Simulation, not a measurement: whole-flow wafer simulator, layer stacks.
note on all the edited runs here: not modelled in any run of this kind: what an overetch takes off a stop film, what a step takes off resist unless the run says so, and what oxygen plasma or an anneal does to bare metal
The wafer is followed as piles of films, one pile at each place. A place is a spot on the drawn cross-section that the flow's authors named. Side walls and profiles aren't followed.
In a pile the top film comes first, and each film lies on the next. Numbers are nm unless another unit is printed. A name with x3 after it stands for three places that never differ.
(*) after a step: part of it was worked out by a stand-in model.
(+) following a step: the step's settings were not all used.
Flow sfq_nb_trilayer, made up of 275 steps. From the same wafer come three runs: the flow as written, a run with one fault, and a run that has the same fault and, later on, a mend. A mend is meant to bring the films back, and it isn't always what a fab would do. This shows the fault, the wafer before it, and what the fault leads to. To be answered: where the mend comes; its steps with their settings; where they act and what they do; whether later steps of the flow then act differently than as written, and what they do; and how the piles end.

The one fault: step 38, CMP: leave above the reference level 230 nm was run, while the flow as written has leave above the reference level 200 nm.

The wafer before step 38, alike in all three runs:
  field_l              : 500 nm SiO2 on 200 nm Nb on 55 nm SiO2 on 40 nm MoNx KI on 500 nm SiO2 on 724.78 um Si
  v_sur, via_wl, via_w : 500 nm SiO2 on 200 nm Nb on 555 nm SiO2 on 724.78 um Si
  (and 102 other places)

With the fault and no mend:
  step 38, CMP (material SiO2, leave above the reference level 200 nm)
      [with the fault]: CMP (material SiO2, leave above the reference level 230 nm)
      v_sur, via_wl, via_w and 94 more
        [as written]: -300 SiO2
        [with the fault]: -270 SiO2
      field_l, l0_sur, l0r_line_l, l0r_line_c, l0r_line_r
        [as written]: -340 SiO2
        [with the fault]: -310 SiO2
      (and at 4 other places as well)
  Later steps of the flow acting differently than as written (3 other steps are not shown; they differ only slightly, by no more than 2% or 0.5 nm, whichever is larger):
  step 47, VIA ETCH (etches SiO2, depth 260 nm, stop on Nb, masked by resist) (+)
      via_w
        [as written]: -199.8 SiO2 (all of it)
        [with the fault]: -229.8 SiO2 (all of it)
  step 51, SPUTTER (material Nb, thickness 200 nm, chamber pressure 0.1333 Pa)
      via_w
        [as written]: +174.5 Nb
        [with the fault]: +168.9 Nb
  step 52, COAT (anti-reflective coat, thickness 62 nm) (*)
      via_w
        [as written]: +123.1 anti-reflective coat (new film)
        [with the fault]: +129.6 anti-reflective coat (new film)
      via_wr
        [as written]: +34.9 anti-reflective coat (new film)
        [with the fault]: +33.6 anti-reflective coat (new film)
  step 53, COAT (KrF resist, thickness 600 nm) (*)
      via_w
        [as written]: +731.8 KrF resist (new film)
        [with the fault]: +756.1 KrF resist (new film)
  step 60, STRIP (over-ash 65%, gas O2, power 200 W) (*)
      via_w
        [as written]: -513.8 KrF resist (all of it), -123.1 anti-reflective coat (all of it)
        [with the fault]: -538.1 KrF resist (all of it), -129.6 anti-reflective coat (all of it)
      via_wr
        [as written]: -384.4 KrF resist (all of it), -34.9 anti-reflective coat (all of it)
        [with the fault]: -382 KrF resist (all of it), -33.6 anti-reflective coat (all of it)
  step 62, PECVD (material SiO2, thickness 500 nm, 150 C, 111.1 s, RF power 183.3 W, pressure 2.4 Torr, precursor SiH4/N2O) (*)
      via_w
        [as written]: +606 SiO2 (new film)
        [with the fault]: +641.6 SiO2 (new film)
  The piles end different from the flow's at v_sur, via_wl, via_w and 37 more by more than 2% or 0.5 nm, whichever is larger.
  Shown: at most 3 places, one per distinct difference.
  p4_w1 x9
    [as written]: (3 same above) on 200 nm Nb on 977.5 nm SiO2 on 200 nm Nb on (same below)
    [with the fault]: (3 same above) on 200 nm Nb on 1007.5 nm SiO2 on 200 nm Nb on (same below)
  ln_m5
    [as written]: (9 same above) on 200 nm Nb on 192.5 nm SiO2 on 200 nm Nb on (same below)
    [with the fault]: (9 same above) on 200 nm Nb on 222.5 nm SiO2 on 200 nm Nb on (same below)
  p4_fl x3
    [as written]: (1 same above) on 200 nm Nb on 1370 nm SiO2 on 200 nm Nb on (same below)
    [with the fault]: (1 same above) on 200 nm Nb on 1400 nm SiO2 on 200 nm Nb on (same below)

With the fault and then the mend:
  After step 39 comes the mend.
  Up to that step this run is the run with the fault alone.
  step 39a, CMP (material SiO2, leave above the reference level 200 nm) (the flow's step 38, run once more)
      field_l, v_sur, via_wl and 103 more
        -30 SiO2
  Every later step of the flow that is run acts as written at every place that is followed.
  By the end, the piles equal the flow's at every place that both follow.
